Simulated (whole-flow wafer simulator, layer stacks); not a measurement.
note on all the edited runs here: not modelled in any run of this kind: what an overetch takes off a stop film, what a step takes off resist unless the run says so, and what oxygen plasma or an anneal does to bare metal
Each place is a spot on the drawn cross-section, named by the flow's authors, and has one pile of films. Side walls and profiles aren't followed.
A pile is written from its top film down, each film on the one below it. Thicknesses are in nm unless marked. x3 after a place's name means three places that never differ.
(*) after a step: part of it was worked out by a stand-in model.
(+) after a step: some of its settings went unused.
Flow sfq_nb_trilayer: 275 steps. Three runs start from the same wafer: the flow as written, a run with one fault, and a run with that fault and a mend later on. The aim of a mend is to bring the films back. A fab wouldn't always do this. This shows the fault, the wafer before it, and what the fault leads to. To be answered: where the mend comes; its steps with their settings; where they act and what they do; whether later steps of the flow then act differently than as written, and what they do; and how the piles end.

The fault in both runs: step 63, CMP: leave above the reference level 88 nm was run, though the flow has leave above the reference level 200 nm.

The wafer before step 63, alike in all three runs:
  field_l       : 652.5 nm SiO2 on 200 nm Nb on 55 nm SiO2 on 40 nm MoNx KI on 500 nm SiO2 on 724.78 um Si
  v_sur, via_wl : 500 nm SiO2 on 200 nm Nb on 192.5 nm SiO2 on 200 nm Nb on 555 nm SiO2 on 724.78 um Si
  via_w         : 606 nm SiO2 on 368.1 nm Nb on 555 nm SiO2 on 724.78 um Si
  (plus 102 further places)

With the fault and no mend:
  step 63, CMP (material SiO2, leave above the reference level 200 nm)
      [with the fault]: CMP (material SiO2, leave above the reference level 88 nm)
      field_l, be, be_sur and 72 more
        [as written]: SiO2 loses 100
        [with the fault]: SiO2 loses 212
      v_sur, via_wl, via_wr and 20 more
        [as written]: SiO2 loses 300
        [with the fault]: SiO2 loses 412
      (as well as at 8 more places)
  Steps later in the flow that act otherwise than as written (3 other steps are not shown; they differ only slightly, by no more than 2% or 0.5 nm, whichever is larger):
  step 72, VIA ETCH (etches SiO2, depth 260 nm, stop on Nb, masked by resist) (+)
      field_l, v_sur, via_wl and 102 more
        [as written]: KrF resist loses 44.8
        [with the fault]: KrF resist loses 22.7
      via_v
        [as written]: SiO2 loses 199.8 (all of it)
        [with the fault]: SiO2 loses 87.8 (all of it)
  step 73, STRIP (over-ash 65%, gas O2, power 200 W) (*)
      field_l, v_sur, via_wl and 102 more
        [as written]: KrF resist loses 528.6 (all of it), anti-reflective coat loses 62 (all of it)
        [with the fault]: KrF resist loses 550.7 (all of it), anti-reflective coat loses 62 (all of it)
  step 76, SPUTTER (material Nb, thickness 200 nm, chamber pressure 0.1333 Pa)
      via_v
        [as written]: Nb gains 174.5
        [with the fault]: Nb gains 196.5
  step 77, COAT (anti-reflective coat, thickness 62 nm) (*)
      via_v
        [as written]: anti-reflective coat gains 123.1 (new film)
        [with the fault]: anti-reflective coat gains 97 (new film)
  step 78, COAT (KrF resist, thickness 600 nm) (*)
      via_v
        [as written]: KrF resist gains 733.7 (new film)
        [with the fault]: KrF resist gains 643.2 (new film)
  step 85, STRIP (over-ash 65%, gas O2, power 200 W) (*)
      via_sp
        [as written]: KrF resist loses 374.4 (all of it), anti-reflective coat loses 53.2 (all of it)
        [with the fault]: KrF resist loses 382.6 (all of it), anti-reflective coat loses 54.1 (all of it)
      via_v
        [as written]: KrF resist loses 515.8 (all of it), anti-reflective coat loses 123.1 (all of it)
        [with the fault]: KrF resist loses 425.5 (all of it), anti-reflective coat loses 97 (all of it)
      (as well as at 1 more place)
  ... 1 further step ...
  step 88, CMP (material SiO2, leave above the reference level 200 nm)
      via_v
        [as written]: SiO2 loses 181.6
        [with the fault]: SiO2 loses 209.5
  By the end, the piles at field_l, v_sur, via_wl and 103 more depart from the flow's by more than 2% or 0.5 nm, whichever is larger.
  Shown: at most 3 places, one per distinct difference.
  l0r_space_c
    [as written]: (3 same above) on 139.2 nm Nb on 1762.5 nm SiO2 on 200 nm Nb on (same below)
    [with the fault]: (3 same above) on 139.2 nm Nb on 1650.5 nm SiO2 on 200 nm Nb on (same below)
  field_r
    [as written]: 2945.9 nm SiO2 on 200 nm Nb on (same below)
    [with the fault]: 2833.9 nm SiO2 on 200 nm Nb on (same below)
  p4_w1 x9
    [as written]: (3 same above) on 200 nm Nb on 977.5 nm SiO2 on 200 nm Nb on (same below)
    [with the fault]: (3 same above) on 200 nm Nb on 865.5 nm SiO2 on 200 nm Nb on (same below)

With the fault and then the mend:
  After step 70 comes the mend.
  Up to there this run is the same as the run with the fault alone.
  step 70a, STRIP (over-ash 65%, gas O2, power 200 W) (*)
      field_l, v_sur, via_wl and 102 more
        KrF resist loses 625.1 (all of it), anti-reflective coat loses 62 (all of it)
      via_v
        anti-reflective coat loses 62 (all of it)
  step 70b, PECVD (material SiO2, thickness 112 nm, 150 C, 24.89 s, RF power 183.3 W, pressure 2.4 Torr, precursor SiH4/N2O) (the flow's step 62, run once more with other settings)
      field_l, v_sur, via_wl and 103 more
        SiO2 gains 112
  step 70c, COAT (anti-reflective coat, thickness 62 nm) (the flow's step 65, run once more)
      field_l, v_sur, via_wl and 103 more
        anti-reflective coat gains 62 (new film)
  step 70d, COAT (KrF resist, thickness 650 nm) (the flow's step 66, run once more)
      field_l, v_sur, via_wl and 103 more
        KrF resist gains 650 (new film)
  step 70e, SOFTBAKE (KrF resist) (the flow's step 67, run once more)
      alters no film at any place that is followed
  step 70f, EXPOSE (photomask I1, dose 11.91 mJ/cm2, NA 0.6, wavelength 248 nm) (*) (the flow's step 68, run once more)
      alters no film at any place that is followed
  step 70g, PEB (KrF resist, 90 s) (the flow's step 69, run once more)
      field_l, v_sur, via_wl and 103 more
        KrF resist loses 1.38
  step 70h, DEVELOP (KrF resist, thickness 650 nm, 60 s) (the flow's step 70, run once more)
      field_l, v_sur, via_wl and 102 more
        KrF resist loses 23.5
      via_v
        KrF resist loses 648.6 (all of it)
  Every later step of the flow that is run acts as written at every place that is followed.
  By the end, the piles equal the flow's at every place that both follow.
